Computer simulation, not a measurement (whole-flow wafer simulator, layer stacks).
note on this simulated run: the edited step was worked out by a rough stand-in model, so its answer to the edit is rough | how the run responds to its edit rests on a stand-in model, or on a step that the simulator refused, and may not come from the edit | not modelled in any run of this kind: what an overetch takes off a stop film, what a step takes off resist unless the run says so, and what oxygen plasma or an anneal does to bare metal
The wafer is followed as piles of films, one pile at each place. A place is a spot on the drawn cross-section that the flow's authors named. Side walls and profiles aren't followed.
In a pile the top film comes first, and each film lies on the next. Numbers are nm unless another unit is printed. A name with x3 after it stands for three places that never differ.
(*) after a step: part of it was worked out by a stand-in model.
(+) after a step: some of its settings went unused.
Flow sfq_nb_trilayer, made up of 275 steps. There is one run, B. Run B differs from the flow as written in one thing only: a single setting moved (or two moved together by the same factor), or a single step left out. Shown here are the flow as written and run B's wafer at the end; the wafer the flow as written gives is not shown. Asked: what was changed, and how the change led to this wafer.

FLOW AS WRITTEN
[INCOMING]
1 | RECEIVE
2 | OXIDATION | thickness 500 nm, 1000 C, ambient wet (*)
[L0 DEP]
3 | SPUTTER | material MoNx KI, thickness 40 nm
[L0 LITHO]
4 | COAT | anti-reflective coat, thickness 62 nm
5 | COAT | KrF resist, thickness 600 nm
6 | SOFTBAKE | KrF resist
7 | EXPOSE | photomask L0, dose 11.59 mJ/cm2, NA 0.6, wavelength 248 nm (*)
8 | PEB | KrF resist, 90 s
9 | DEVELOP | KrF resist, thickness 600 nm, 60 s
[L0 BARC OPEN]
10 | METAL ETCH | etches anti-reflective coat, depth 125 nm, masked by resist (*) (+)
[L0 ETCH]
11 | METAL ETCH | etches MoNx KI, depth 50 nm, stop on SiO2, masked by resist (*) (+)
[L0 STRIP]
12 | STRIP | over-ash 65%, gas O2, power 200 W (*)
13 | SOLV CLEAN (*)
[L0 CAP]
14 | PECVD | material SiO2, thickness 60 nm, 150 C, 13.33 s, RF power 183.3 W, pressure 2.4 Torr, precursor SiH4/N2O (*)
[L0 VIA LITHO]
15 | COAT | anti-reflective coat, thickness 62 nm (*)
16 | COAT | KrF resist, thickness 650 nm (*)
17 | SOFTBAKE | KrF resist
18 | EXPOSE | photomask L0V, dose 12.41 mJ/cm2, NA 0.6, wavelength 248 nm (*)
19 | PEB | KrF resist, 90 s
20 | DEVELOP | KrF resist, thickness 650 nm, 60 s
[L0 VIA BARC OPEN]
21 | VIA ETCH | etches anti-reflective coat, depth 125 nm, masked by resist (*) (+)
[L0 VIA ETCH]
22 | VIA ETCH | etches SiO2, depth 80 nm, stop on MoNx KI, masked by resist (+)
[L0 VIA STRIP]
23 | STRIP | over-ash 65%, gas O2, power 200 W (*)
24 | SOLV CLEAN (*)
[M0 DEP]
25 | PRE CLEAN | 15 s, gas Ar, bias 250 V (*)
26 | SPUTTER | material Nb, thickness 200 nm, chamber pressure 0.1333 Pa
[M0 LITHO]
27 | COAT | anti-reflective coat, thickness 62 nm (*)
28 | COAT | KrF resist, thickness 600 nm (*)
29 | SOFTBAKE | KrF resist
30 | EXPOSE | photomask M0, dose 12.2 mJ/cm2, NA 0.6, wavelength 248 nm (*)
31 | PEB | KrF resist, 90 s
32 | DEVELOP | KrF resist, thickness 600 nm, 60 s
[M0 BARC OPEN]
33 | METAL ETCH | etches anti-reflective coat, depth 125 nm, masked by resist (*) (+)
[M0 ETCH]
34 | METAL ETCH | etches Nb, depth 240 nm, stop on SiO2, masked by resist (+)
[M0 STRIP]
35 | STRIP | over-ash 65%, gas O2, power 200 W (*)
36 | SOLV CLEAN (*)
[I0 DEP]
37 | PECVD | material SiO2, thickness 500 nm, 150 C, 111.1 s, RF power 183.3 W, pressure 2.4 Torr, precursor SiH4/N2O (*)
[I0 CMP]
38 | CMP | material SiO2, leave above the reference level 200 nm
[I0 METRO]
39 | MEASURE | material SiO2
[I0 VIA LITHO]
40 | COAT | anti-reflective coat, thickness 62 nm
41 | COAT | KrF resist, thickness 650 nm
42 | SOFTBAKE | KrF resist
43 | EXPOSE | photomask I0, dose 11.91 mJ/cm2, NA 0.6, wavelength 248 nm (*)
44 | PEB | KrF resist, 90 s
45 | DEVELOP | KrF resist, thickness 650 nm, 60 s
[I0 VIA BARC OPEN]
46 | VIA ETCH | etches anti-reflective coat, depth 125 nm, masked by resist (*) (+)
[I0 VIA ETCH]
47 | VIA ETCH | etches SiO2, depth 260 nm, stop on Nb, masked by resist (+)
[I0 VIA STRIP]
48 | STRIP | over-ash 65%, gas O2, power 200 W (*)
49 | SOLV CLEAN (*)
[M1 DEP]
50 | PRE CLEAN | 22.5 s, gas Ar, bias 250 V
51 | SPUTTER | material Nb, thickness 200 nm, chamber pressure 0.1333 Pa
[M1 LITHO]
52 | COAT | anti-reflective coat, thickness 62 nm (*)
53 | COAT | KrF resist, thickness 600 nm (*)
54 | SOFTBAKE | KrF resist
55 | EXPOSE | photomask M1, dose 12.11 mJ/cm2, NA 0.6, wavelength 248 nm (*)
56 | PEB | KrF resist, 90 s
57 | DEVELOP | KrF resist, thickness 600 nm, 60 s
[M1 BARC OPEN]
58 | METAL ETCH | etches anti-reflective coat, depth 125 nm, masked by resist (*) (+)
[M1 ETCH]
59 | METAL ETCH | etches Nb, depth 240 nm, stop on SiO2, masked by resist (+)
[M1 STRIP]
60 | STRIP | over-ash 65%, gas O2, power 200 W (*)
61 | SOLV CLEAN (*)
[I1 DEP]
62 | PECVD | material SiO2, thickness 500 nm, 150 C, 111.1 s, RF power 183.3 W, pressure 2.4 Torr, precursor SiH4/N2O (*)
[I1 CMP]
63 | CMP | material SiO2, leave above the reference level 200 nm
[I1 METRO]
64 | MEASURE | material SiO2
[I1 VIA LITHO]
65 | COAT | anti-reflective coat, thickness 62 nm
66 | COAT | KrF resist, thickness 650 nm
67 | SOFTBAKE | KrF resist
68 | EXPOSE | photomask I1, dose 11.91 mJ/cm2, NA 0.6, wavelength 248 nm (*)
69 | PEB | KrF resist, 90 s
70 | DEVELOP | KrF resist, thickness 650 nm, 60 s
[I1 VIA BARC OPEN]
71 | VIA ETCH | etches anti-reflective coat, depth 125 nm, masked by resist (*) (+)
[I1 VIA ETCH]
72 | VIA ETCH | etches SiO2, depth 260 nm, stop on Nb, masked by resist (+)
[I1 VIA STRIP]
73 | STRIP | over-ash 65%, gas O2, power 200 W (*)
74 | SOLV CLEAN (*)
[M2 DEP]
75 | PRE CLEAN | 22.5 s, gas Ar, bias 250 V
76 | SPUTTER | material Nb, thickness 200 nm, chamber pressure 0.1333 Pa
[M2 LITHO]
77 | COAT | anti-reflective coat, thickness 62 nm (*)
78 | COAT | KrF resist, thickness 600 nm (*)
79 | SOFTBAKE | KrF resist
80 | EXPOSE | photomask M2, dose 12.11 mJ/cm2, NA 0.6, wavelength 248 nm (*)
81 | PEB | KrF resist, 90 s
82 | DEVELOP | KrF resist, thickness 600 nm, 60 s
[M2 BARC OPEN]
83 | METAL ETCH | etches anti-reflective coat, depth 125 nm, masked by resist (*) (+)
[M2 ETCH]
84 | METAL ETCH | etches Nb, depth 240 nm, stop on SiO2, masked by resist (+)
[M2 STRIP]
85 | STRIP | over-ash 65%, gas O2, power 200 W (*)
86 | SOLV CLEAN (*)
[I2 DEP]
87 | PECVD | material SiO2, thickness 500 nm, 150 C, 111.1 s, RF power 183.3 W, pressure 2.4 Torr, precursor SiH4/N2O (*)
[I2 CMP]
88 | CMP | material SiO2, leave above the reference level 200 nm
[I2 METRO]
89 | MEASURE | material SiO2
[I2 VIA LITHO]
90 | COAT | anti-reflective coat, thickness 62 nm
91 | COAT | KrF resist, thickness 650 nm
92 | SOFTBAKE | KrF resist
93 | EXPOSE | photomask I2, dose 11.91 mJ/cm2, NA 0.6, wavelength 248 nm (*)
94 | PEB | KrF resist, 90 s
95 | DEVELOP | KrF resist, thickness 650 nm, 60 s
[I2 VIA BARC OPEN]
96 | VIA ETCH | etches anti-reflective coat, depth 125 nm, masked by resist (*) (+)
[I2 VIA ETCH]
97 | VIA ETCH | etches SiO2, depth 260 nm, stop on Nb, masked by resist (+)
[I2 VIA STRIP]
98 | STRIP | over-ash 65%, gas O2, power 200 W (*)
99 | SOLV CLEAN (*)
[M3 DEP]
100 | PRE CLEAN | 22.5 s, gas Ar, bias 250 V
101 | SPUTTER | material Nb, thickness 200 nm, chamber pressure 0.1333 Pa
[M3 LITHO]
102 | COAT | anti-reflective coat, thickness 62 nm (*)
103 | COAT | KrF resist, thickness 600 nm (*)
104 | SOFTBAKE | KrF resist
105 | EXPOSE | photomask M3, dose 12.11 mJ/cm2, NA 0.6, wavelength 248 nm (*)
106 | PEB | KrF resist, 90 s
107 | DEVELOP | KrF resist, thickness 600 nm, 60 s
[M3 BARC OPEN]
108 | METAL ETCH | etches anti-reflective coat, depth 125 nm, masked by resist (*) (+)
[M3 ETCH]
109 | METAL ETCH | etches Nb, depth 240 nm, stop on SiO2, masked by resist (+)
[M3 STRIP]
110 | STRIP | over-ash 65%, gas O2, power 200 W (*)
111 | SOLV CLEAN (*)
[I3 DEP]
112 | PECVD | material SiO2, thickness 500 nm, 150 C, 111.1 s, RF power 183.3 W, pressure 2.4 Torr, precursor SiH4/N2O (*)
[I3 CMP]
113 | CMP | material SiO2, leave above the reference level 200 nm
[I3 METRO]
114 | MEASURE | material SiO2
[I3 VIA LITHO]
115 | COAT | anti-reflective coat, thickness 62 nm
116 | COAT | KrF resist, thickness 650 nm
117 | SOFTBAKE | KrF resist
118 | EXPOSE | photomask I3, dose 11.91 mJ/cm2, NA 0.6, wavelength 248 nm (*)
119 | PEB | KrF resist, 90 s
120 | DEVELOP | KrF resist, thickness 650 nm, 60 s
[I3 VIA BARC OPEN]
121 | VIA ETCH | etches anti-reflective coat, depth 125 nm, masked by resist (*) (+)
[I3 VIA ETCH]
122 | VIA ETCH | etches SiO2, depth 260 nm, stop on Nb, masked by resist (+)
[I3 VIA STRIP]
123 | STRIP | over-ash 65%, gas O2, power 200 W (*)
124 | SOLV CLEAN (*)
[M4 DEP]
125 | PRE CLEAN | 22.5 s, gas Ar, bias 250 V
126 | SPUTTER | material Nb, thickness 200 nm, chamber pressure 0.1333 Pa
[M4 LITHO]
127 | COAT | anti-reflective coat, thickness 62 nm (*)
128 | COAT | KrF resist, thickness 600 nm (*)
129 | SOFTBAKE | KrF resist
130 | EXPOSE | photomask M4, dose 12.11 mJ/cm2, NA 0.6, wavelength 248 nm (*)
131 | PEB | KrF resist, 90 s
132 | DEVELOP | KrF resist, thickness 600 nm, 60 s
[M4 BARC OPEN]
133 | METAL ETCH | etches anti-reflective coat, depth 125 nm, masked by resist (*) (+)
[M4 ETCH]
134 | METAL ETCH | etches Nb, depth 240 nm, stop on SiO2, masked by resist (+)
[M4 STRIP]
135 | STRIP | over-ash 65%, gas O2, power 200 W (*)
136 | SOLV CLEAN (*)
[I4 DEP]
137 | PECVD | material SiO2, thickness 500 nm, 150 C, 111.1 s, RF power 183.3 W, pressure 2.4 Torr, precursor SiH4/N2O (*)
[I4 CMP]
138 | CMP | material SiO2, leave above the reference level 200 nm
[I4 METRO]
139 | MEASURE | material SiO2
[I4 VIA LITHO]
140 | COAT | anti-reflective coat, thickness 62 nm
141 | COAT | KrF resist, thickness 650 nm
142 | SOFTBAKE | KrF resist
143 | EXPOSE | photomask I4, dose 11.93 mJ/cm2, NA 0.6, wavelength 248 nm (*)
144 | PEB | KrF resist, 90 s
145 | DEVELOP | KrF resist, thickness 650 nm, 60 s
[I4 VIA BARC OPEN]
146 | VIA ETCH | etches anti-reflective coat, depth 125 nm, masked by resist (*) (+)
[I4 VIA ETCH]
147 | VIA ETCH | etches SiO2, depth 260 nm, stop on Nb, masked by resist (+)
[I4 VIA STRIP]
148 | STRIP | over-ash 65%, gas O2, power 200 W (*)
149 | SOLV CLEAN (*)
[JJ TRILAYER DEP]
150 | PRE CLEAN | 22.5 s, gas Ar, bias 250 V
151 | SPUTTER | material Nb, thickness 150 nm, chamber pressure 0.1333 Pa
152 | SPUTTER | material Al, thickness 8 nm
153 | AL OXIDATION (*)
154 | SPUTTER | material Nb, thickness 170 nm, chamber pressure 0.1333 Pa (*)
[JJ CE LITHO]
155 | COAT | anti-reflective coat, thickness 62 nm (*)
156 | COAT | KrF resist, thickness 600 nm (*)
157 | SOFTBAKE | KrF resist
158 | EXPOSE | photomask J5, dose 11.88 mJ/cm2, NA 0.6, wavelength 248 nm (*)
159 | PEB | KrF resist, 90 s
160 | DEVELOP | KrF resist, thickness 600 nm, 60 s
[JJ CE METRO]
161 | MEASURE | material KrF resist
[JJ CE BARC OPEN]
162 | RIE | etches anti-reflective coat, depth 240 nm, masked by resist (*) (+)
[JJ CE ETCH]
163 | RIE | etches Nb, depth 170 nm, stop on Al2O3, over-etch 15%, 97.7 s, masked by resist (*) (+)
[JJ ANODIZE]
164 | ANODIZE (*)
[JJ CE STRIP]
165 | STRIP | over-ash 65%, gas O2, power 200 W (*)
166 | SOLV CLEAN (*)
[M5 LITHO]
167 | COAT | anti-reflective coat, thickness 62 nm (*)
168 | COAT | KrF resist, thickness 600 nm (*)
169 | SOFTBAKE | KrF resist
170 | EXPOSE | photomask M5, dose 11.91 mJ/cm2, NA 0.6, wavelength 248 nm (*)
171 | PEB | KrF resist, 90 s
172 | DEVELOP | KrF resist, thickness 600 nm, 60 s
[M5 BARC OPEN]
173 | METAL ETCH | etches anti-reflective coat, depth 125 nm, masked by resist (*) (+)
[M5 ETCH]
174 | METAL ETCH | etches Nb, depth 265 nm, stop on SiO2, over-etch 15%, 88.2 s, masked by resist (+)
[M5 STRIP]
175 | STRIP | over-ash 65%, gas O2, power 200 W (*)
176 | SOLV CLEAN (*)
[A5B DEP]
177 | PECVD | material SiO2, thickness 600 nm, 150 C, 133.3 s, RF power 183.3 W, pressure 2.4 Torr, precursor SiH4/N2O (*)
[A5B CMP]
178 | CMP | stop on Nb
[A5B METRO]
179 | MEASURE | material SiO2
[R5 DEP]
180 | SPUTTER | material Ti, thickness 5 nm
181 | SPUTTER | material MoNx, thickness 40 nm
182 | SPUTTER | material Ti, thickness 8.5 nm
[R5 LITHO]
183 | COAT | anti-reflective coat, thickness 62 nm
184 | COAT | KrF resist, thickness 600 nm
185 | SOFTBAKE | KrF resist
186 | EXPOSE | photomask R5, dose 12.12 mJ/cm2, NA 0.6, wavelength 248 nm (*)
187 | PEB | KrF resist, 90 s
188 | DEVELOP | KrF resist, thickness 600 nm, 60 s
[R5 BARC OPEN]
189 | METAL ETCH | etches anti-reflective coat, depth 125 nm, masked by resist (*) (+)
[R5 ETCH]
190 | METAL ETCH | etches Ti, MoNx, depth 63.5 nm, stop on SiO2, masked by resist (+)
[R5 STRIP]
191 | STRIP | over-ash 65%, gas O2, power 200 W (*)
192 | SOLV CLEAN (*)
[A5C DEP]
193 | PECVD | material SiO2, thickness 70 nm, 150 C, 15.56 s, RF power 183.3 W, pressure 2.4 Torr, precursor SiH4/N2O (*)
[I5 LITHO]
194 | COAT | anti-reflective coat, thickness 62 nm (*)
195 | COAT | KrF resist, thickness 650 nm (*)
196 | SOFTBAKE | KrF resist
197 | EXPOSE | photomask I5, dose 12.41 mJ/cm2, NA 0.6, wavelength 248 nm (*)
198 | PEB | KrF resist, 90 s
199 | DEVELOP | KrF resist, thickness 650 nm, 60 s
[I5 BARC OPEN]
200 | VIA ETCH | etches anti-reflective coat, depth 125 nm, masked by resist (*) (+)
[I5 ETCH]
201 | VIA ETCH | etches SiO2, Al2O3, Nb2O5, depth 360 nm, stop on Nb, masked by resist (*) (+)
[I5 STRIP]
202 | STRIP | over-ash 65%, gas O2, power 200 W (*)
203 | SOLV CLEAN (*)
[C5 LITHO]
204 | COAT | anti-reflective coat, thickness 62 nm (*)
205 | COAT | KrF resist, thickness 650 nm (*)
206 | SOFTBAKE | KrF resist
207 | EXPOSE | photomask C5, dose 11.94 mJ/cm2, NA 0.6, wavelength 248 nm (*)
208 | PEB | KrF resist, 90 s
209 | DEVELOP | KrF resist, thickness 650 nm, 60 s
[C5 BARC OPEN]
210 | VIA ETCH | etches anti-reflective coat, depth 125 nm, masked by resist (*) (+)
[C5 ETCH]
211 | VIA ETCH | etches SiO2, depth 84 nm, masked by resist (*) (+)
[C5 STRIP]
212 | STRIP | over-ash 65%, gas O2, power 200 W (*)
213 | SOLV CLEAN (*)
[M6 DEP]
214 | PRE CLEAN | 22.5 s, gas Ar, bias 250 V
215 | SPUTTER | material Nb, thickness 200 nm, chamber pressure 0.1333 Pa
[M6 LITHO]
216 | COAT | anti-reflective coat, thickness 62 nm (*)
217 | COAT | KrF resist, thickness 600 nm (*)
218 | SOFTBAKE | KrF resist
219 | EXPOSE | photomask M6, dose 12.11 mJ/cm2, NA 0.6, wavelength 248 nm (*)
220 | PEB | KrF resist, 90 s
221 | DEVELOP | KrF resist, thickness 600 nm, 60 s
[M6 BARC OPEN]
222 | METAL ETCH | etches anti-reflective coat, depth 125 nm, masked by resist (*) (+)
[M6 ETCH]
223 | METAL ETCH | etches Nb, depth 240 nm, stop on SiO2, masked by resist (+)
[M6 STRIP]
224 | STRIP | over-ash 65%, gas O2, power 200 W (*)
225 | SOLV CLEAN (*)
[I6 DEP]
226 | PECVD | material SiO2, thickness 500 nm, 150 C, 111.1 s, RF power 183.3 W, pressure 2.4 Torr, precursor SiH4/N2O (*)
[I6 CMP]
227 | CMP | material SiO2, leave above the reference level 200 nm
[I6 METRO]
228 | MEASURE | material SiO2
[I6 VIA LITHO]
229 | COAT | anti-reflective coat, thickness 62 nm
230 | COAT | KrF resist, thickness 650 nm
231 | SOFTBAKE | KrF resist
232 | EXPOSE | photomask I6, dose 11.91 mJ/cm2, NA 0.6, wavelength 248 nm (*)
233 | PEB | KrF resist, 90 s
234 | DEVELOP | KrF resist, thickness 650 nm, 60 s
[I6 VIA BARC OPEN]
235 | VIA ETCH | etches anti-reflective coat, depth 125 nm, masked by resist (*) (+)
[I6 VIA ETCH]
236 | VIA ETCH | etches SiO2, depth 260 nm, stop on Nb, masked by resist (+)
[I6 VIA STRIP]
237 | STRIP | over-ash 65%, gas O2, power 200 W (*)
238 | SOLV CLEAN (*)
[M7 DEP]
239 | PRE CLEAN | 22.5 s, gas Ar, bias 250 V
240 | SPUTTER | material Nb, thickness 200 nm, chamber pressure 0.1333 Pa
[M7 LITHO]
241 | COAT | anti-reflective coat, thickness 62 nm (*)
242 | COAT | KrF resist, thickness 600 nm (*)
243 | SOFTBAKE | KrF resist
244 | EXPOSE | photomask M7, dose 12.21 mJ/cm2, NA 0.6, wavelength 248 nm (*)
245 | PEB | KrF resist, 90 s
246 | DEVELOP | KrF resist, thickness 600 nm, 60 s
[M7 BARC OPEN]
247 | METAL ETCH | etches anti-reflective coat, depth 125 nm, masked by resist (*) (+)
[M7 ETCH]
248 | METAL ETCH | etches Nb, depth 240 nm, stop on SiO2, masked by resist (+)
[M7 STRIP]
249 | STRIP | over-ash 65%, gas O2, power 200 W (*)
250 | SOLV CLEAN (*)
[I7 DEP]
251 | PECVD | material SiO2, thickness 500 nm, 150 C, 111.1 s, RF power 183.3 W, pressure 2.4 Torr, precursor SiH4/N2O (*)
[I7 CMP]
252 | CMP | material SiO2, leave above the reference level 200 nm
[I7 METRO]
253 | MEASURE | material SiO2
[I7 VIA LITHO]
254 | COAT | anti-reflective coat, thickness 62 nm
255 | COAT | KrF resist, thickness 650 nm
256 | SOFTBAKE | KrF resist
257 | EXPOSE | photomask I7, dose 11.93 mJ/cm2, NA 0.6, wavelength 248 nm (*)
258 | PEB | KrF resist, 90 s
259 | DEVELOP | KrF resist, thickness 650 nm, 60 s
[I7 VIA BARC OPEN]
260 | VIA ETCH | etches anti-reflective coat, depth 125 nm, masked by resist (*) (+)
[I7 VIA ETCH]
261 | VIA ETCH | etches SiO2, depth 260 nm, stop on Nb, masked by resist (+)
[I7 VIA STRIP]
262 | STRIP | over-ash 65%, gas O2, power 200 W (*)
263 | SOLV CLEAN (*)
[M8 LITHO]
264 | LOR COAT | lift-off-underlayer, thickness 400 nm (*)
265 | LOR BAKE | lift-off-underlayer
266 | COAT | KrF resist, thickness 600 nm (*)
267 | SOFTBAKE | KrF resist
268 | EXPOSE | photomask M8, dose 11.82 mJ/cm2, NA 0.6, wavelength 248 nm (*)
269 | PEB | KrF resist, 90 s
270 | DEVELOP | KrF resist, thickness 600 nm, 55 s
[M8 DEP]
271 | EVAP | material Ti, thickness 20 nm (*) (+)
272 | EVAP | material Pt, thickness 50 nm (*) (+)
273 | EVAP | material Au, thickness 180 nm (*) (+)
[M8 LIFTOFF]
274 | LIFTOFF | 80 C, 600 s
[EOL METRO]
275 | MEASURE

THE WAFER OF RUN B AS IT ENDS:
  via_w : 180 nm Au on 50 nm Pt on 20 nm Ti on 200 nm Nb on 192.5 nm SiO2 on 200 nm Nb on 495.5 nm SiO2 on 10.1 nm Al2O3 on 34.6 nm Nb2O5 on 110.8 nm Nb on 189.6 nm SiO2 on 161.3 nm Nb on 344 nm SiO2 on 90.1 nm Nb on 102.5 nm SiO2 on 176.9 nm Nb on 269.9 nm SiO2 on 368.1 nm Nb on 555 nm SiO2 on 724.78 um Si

The reason: step 62, PECVD: thickness 325 nm was run, though the flow has thickness 500 nm; step 62, PECVD: 72.22 s was run, where the flow has 111.1 s.

The path from the change to this, step by step:
  62 | PECVD | material SiO2, thickness 500 nm, 150 C, 111.1 s, RF power 183.3 W, pressure 2.4 Torr, precursor SiH4/N2O (*)
      field_l, be, be_sur and 72 more: +325 SiO2 (as written it would have been: +500 SiO2)
      v_sur, via_wl, via_wr and 20 more: +325 SiO2 (new film) (as written it would have been: +500 SiO2 (new film))
      (and at 8 other places as well)
  63 | CMP | material SiO2, leave above the reference level 200 nm
      field_l, be, be_sur and 72 more: nothing (as written it would have been: -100 SiO2)
      lsp_m, ln_m6, lsp_r, l0_sur, l0v: nothing (as written it would have been: -94.9 SiO2)
      (and at 26 other places as well)
  65 | COAT | anti-reflective coat, thickness 62 nm
      m0r_line_l, m0r_line_r, m6r_line_l, m6r_line_r, m7r_line_l, m7r_line_r: +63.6 anti-reflective coat (new film) (as written it would have been: +62 anti-reflective coat (new film))
      wl_a_m6, wl_a_sr, wl_b_sl, wl_b_m5, wl_b_sr: +60.5 anti-reflective coat (new film) (as written it would have been: +62 anti-reflective coat (new film))
      (and at 62 other places as well)
  66 | COAT | KrF resist, thickness 650 nm
      m0r_line_l, m6r_line_l, m7r_line_l: +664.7 KrF resist (new film) (as written it would have been: +650 KrF resist (new film))
      m0r_line_r, m6r_line_r, m7r_line_r: +664.6 KrF resist (new film) (as written it would have been: +650 KrF resist (new film))
      (and at 23 other places as well)
  70 | DEVELOP | KrF resist, thickness 650 nm, 60 s
      via_v: -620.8 KrF resist (all of it) (as written it would have been: -648.6 KrF resist (all of it))
  71 | VIA ETCH | etches anti-reflective coat, depth 125 nm, masked by resist (*) (+)
      field_l, v_sur, via_wl and 102 more: -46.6 KrF resist (as written it would have been: -51.7 KrF resist)
      via_v: -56 anti-reflective coat (all of it), -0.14 SiO2 (as written it would have been: -62 anti-reflective coat (all of it), -0.16 SiO2)
  73 | STRIP | over-ash 65%, gas O2, power 200 W (*)
      m0r_line_l, m6r_line_l, m7r_line_l: -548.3 KrF resist (all of it), -63.6 anti-reflective coat (all of it) (as written it would have been: -528.6 KrF resist (all of it), -62 anti-reflective coat (all of it))
      m0r_space_l, m6r_space_l, m7r_space_l: -542 KrF resist (all of it), -72.8 anti-reflective coat (all of it) (as written it would have been: -528.6 KrF resist (all of it), -62 anti-reflective coat (all of it))
      (and at 73 other places as well)
  76 | SPUTTER | material Nb, thickness 200 nm, chamber pressure 0.1333 Pa
      be, lsp_l: +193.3 Nb (new film) (as written it would have been: +200 Nb (new film))
      via_w: +176.9 Nb (new film) (as written it would have been: +200 Nb (new film))
  77 | COAT | anti-reflective coat, thickness 62 nm (*)
      m0r_line_l, m0r_line_r, m6r_line_l, m6r_line_r, m7r_line_l, m7r_line_r, m8r_gap_c: +63.6 anti-reflective coat (new film) (as written it would have been: +62 anti-reflective coat (new film))
      m0r_space_l, m0r_space_r, m6r_space_l, m6r_space_r, m7r_space_l, m7r_space_r: +70.6 anti-reflective coat (new film) (as written it would have been: +62 anti-reflective coat (new film))
      (and at 58 other places as well)
  78 | COAT | KrF resist, thickness 600 nm (*)
      m0r_line_l, m0r_line_r, m6r_line_l, m6r_line_r, m7r_line_l, m7r_line_r: +612.9 KrF resist (new film) (as written it would have been: +600 KrF resist (new film))
      m5r_linepad_l, m5r_linepad_r: +584 KrF resist (new film) (as written it would have been: +600 KrF resist (new film))
      (and at 25 other places as well)
  82 | DEVELOP | KrF resist, thickness 600 nm, 60 s
      m0r_line_l, m0r_line_r, m6r_line_l, m6r_line_r, m7r_line_l, m7r_line_r: -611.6 KrF resist (all of it) (as written it would have been: -598.7 KrF resist (all of it))
      m5r_linepad_l, m5r_linepad_r: -582.8 KrF resist (all of it) (as written it would have been: -598.7 KrF resist (all of it))
      (and at 15 other places as well)
  83 | METAL ETCH | etches anti-reflective coat, depth 125 nm, masked by resist (*) (+)
      v_sur, via_wl, via_w and 19 more: -54.3 KrF resist (as written it would have been: -51.7 KrF resist)
      m0r_line_l, m0r_line_r, m6r_line_l, m6r_line_r, m7r_line_l, m7r_line_r, m8r_gap_c: -63.6 anti-reflective coat (all of it) (as written it would have been: -62 anti-reflective coat (all of it))
      (and at 42 other places as well)
  84 | METAL ETCH | etches Nb, depth 240 nm, stop on SiO2, masked by resist (+)
      be, lsp_l: -193.3 Nb (all of it) (as written it would have been: -200 Nb (all of it))
  85 | STRIP | over-ash 65%, gas O2, power 200 W (*)
      v_sur: -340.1 KrF resist (all of it), -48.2 anti-reflective coat (all of it) (as written it would have been: -380 KrF resist (all of it), -61.4 anti-reflective coat (all of it))
      via_wl: -345.8 KrF resist (all of it), -42.4 anti-reflective coat (all of it) (as written it would have been: -379.5 KrF resist (all of it), -61.3 anti-reflective coat (all of it))
      (and at 20 other places as well)
  87 | PECVD | material SiO2, thickness 500 nm, 150 C, 111.1 s, RF power 183.3 W, pressure 2.4 Torr, precursor SiH4/N2O (*)
      via_w: +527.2 SiO2 (new film) (as written it would have been: +500 SiO2 (new film))
  88 | CMP | material SiO2, leave above the reference level 200 nm
      field_l, be, be_sur and 79 more: -25 SiO2 (as written it would have been: -100 SiO2)
      via_w: -157.1 SiO2 (as written it would have been: -300 SiO2)
  ... 33 further steps ...
  178 | CMP | stop on Nb
      via_w: -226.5 SiO2 (as written it would have been: -235.2 SiO2)
With metal films that touch counted as one body, via_w has 7 bodies (between them, from the top down: SiO2 192.5; SiO2 495.5 / Al2O3 10.1 / Nb2O5 34.6; SiO2 189.6; SiO2 344; SiO2 102.5; SiO2 269.9); the flow as written gives 5 bodies (between them, from the top down: SiO2 192.5; SiO2 427.3 / Al2O3 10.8 / Nb2O5 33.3; SiO2 425.9; SiO2 416.9).
